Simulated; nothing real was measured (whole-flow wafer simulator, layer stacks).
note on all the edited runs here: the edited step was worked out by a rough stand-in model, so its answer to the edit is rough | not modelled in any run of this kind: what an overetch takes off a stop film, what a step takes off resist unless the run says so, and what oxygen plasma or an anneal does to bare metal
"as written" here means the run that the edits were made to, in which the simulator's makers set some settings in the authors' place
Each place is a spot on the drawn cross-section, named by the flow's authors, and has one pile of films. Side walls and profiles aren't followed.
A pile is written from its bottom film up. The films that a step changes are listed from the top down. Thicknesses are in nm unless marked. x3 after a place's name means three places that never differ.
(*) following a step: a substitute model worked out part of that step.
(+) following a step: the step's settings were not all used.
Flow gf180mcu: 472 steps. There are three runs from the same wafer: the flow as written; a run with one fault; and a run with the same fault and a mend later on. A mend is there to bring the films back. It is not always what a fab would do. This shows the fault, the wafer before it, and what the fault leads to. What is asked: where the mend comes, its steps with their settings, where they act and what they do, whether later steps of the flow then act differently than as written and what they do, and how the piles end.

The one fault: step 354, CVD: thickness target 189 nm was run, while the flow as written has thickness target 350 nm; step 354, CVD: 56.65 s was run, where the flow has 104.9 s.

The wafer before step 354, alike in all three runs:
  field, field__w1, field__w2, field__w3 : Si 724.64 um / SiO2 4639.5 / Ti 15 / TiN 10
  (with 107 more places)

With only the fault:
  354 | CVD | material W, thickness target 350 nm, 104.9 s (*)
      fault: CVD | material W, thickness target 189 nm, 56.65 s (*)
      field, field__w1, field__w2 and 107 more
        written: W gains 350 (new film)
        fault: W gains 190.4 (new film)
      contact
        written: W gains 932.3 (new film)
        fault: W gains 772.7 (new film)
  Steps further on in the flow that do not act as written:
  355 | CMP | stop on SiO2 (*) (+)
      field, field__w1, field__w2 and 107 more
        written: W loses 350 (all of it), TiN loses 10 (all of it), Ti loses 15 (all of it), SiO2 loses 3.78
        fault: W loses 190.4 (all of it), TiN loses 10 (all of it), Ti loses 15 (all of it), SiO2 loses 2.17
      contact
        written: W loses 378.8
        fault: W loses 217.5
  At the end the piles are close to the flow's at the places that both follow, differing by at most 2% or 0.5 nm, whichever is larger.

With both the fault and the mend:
  The mend stands after step 354.
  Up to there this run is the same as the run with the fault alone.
  354a | CVD | material W, thickness target 161 nm, 48.26 s (the flow's step 354, run once more with other settings)
      field, field__w1, field__w2 and 108 more
        W gains 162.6
  None of the later steps of the flow differs from how it acts as written, at any place that is followed, by more than 2% or 0.5 nm, whichever is larger.
  At the end the piles are close to the flow's at the places that both follow, differing by at most 2% or 0.5 nm, whichever is larger.
